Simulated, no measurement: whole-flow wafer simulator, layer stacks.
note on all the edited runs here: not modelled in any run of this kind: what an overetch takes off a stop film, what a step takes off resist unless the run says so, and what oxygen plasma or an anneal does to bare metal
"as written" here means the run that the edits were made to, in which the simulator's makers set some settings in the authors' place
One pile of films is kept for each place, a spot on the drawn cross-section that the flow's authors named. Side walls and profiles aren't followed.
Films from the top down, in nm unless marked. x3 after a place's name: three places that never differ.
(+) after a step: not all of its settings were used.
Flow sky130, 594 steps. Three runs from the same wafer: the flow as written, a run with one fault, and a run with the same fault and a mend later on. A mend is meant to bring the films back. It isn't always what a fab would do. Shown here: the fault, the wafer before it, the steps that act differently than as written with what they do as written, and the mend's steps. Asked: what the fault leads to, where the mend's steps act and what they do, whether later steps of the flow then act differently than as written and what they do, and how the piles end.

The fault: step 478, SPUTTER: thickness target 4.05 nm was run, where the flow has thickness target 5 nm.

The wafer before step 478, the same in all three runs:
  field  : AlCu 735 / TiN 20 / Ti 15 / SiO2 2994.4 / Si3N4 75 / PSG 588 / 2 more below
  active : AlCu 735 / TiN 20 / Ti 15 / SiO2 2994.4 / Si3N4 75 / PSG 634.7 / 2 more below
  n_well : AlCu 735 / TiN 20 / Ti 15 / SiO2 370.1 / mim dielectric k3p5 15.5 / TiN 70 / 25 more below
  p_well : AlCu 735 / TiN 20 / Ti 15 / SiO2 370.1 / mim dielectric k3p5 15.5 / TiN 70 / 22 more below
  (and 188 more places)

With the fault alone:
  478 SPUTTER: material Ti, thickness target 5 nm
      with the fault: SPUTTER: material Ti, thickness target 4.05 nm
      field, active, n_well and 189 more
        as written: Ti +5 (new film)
        with the fault: Ti +4.05 (new film)
  Later steps of the flow that act differently than as written (16 more steps differ only slightly, by at most 2% or 0.5 nm, whichever is larger, and aren't shown):
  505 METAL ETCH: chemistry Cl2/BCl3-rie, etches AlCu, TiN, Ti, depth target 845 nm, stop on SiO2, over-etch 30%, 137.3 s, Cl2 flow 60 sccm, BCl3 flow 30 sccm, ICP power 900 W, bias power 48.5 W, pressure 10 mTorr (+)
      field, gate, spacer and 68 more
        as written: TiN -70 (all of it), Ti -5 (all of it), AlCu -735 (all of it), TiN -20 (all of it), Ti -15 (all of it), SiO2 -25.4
        with the fault: TiN -70 (all of it), Ti -4.05 (all of it), AlCu -735 (all of it), TiN -20 (all of it), Ti -15 (all of it), SiO2 -25.4
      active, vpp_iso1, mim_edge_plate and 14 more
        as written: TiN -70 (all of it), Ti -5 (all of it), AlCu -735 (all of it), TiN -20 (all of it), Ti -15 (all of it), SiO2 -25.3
        with the fault: TiN -70 (all of it), Ti -4.05 (all of it), AlCu -735 (all of it), TiN -20 (all of it), Ti -15 (all of it), SiO2 -25.4
  At the end the piles differ from the flow's by more than 2% or 0.5 nm, whichever is larger, at n_well, p_well, gate_hv and 102 more.
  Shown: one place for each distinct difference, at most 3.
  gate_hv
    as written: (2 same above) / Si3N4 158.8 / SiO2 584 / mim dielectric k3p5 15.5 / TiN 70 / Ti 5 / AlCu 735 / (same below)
    with the fault: (2 same above) / Si3N4 158.8 / SiO2 584.9 / mim dielectric k3p5 15.5 / TiN 70 / Ti 4.05 / AlCu 735 / (same below)
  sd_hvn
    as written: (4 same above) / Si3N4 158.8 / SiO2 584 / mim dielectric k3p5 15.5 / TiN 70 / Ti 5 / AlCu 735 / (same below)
    with the fault: (4 same above) / Si3N4 158.8 / SiO2 584.9 / mim dielectric k3p5 15.5 / TiN 70 / Ti 4.05 / AlCu 735 / (same below)
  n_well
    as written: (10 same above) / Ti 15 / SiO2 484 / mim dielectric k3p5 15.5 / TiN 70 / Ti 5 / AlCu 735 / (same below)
    with the fault: (10 same above) / Ti 15 / SiO2 485 / mim dielectric k3p5 15.5 / TiN 70 / Ti 4.05 / AlCu 735 / (same below)

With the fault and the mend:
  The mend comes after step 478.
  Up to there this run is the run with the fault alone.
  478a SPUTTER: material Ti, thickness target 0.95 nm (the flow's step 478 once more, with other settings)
      field, active, n_well and 189 more
        Ti +0.95
  No later step of the flow acts differently than as written at any place that is followed.
  At the end the piles are the same as the flow's at every place that both follow.
